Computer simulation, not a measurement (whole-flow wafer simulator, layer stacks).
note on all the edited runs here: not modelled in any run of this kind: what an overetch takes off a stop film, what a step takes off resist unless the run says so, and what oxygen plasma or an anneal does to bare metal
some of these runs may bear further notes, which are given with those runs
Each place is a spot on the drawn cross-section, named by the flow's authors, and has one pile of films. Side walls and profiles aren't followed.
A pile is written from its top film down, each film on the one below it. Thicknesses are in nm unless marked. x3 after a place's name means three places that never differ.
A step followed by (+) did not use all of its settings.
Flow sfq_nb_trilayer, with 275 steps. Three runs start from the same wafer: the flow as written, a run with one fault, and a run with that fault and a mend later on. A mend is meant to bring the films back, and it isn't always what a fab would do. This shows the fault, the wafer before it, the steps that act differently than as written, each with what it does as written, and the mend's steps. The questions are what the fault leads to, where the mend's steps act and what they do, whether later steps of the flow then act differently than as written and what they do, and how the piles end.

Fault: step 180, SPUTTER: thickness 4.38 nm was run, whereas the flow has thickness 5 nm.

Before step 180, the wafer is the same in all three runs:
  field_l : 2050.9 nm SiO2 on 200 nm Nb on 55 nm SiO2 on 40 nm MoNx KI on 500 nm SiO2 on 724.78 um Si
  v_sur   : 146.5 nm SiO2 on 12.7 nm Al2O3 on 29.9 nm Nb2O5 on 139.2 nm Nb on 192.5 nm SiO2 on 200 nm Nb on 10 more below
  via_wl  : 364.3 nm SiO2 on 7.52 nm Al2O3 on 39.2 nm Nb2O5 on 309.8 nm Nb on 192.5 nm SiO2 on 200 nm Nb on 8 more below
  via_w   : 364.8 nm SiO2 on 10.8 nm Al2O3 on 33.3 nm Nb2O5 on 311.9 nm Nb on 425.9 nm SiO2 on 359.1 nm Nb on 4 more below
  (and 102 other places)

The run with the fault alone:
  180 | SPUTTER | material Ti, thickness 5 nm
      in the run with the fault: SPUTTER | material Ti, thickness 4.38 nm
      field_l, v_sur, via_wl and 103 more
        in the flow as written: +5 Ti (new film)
        in the run with the fault: +4.38 Ti (new film)
  Steps further on in the flow that do not act as written (not shown: 18 more steps that differ only slightly, by at most 2% or 0.5 nm, whichever is larger):
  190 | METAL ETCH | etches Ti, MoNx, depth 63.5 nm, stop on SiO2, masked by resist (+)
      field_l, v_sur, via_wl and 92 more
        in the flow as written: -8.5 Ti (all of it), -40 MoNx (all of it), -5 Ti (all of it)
        in the run with the fault: -8.5 Ti (all of it), -40 MoNx (all of it), -4.38 Ti (all of it)
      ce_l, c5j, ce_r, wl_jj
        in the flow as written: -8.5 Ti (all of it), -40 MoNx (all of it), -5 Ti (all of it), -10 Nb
        in the run with the fault: -8.5 Ti (all of it), -40 MoNx (all of it), -4.38 Ti (all of it), -10.6 Nb
  The piles end different from the flow's at be_r, r_sur, res, r_end, r5r_line_l, r5r_line_c, r5r_line_r by more than 2% or 0.5 nm, whichever is larger.
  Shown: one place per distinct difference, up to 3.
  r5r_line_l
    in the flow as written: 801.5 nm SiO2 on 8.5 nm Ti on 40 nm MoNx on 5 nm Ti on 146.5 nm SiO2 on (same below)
    in the run with the fault: 802.1 nm SiO2 on 8.5 nm Ti on 40 nm MoNx on 4.38 nm Ti on 146.5 nm SiO2 on (same below)
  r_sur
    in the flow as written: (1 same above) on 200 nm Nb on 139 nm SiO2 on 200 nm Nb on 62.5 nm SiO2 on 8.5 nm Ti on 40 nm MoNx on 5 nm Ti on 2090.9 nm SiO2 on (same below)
    in the run with the fault: (1 same above) on 200 nm Nb on 139.6 nm SiO2 on 200 nm Nb on 62.5 nm SiO2 on 8.5 nm Ti on 40 nm MoNx on 4.38 nm Ti on 2090.9 nm SiO2 on (same below)
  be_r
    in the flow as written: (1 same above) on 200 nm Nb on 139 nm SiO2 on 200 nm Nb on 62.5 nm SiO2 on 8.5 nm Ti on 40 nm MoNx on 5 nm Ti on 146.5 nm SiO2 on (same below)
    in the run with the fault: (1 same above) on 200 nm Nb on 139.6 nm SiO2 on 200 nm Nb on 62.5 nm SiO2 on 8.5 nm Ti on 40 nm MoNx on 4.38 nm Ti on 146.5 nm SiO2 on (same below)

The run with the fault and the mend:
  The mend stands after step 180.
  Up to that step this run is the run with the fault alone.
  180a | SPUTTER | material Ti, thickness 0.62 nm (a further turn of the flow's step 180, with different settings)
      field_l, v_sur, via_wl and 103 more
        +0.62 Ti
  Every later step of the flow that is run acts as written at every place that is followed.
  At every place that both follow, the piles at the end match the flow's.
